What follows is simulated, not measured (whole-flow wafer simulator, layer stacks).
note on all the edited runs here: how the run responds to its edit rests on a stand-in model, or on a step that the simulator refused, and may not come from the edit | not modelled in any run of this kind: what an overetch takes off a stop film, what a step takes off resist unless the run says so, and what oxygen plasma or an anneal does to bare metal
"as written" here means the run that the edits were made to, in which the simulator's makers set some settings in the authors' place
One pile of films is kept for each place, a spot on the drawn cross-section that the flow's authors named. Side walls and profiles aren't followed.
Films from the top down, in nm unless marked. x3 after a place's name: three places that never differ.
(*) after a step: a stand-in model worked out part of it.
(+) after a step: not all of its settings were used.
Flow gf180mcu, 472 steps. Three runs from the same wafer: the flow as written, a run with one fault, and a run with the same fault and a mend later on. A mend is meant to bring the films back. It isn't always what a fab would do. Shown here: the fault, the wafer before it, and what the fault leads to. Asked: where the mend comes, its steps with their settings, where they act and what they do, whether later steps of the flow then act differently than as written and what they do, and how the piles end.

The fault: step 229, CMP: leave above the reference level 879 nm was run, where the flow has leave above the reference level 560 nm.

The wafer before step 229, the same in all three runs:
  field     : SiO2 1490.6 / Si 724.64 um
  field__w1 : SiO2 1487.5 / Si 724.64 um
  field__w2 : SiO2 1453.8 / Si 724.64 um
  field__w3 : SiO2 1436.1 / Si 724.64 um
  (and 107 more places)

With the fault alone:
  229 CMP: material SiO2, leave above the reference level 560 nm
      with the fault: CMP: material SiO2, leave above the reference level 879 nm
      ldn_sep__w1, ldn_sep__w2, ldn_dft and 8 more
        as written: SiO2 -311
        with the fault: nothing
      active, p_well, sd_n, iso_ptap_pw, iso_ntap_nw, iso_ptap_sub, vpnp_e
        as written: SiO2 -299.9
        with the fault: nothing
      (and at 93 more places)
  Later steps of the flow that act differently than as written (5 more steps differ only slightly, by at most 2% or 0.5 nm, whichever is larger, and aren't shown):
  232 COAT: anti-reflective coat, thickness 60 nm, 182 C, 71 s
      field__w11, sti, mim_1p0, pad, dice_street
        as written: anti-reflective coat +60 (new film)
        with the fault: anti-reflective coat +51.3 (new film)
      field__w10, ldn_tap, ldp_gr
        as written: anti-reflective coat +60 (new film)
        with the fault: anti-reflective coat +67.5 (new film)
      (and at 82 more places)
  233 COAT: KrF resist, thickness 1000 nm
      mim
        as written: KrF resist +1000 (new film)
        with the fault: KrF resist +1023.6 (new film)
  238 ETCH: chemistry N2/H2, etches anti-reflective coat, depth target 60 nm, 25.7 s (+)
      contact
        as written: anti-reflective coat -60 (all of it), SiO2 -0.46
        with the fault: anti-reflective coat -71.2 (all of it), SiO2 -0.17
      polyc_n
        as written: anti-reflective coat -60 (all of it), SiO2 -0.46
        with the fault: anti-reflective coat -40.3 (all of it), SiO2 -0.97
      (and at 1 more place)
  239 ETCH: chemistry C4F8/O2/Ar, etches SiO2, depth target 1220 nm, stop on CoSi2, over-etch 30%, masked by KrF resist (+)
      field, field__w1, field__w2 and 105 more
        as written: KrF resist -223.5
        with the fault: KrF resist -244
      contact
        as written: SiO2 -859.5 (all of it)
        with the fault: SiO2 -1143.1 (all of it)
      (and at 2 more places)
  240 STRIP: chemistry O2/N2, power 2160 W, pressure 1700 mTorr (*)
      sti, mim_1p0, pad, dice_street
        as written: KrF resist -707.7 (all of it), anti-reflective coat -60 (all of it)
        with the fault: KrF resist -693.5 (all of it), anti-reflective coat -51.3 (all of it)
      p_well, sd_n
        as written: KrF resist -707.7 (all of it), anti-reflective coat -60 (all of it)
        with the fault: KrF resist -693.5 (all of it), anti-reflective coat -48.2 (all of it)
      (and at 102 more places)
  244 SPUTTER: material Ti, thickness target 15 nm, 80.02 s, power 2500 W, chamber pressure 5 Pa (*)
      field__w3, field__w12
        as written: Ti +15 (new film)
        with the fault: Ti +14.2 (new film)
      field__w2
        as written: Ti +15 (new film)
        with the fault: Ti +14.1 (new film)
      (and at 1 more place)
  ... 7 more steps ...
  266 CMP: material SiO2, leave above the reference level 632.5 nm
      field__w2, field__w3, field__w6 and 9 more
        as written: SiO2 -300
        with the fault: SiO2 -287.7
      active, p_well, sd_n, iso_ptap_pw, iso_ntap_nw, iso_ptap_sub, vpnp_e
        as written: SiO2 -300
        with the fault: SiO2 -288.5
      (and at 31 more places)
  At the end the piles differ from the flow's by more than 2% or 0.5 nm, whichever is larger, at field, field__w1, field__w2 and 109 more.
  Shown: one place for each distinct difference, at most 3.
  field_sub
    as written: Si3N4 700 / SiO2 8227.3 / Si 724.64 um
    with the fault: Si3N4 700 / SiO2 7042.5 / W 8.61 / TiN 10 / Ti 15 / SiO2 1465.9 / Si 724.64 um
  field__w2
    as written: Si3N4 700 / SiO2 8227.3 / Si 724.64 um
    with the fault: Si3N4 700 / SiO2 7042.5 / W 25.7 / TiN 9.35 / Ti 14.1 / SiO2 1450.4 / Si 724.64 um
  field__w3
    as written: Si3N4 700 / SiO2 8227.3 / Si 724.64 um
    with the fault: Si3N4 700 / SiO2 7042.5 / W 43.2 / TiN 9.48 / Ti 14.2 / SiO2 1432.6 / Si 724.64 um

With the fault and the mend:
  The mend comes after step 237.
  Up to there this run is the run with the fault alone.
  237a STRIP: chemistry O2/N2, power 2160 W, pressure 1700 mTorr (*)
      sti, mim_1p0, pad, dice_street
        KrF resist -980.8 (all of it), anti-reflective coat -51.3 (all of it)
      p_well, sd_n
        KrF resist -980.8 (all of it), anti-reflective coat -48.2 (all of it)
      ld_acc_p, ld_drn_p
        KrF resist -961 (all of it), anti-reflective coat -59.4 (all of it)
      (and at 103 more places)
  237b CMP: material SiO2, leave above the reference level 560 nm (the flow's step 229 once more)
      field__w5, field__w9, n_well and 36 more
        SiO2 -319
      ldn_sep__w1, ldn_sep__w2, ldn_dft and 8 more
        SiO2 -311
      active, p_well, sd_n, iso_ptap_pw, iso_ntap_nw, iso_ptap_sub, vpnp_e
        SiO2 -299.9
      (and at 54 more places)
  237c HMDS: 120 C, 60 s (the flow's step 231 once more)
      changes no film at any place that is followed
  237d COAT: anti-reflective coat, thickness 60 nm, 182 C, 71 s (the flow's step 232 once more)
      field, field__w1, field__w2 and 108 more
        anti-reflective coat +60 (new film)
  237e COAT: KrF resist, thickness 1000 nm (the flow's step 233 once more)
      field, field__w1, field__w2 and 108 more
        KrF resist +1000 (new film)
  237f SOFTBAKE: KrF resist (the flow's step 234 once more)
      changes no film at any place that is followed
  237g EXPOSE: photomask Contact (the flow's step 235 once more)
      changes no film at any place that is followed
  237h PEB: KrF resist, 135 C, 90 s (the flow's step 236 once more)
      field, field__w1, field__w2 and 108 more
        KrF resist -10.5
  237i DEVELOP: KrF resist, thickness 1000 nm, 60 s (the flow's step 237 once more)
      field, field__w1, field__w2 and 105 more
        KrF resist -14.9
      contact, polyc_n, polyc_p
        KrF resist -989.5 (all of it)
  No later step of the flow acts differently than as written at any place that is followed.
  At the end the piles are the same as the flow's at every place that both follow.
